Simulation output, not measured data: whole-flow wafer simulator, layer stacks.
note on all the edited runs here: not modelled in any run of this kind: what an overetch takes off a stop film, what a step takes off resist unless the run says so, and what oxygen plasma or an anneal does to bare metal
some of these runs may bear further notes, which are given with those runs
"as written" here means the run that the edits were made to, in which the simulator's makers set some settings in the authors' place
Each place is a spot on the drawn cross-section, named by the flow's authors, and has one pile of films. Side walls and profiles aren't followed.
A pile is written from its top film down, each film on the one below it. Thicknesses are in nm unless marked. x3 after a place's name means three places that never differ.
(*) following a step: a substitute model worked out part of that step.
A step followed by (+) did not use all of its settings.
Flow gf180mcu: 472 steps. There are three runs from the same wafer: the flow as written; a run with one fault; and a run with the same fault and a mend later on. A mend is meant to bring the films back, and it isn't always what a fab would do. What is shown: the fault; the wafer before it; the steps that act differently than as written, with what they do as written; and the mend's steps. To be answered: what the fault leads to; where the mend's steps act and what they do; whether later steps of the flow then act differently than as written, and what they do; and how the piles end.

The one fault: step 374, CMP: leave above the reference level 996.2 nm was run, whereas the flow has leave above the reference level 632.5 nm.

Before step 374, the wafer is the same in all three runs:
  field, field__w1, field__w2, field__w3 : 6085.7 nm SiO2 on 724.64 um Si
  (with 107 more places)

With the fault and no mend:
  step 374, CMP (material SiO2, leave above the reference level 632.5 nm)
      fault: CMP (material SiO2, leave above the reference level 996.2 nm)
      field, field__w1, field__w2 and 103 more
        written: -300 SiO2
        fault: nothing
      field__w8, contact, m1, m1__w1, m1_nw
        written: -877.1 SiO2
        fault: -513.4 SiO2
  Steps further on in the flow that do not act as written (6 more steps, not shown, differ only slightly: by at most 2% or 0.5 nm, whichever is larger):
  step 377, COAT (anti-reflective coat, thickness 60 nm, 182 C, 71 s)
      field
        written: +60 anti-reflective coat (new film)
        fault: +85.5 anti-reflective coat (new film)
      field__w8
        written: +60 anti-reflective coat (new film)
        fault: +26.4 anti-reflective coat (new film)
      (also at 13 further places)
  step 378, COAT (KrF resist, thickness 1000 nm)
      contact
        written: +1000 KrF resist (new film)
        fault: +976.4 KrF resist (new film)
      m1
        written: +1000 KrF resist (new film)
        fault: +973.6 KrF resist (new film)
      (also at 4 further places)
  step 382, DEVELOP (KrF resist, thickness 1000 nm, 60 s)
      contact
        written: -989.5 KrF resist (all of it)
        fault: -966.1 KrF resist (all of it)
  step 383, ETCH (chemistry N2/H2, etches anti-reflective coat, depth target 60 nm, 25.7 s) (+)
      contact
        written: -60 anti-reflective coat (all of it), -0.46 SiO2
        fault: -30.3 anti-reflective coat (all of it), -1.22 SiO2
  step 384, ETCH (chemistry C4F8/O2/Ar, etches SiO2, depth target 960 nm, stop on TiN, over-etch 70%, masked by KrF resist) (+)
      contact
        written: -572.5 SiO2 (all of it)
        fault: -935.4 SiO2 (all of it)
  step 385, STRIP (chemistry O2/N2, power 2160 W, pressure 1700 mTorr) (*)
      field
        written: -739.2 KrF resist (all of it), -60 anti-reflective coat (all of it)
        fault: -727.4 KrF resist (all of it), -85.5 anti-reflective coat (all of it)
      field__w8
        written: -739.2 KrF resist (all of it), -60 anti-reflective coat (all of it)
        fault: -732.1 KrF resist (all of it), -26.4 anti-reflective coat (all of it)
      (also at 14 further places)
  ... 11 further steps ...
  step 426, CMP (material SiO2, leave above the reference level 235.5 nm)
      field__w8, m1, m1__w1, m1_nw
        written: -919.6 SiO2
        fault: -981 SiO2
  The piles end different from the flow's at field, field__w1, field__w2 and 109 more by more than 2% or 0.5 nm, whichever is larger.
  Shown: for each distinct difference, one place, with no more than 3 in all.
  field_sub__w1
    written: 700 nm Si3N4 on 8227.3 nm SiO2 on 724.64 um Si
    fault: 700 nm Si3N4 on 8527.2 nm SiO2 on 724.64 um Si
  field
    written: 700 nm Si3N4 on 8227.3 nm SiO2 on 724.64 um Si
    fault: 700 nm Si3N4 on 8527.3 nm SiO2 on 724.64 um Si
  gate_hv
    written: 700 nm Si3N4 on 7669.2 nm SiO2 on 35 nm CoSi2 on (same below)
    fault: 700 nm Si3N4 on 7969.1 nm SiO2 on 35 nm CoSi2 on (same below)

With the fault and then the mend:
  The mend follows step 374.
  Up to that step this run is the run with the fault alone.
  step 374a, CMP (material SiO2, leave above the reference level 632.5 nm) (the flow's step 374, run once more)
      field, field__w1, field__w2 and 103 more
        -300 SiO2
      field__w8, contact, m1, m1__w1, m1_nw
        -363.7 SiO2
  None of the later steps of the flow acts differently than as written at any place that is followed.
  The piles end the same as the flow's at every place that both follow.
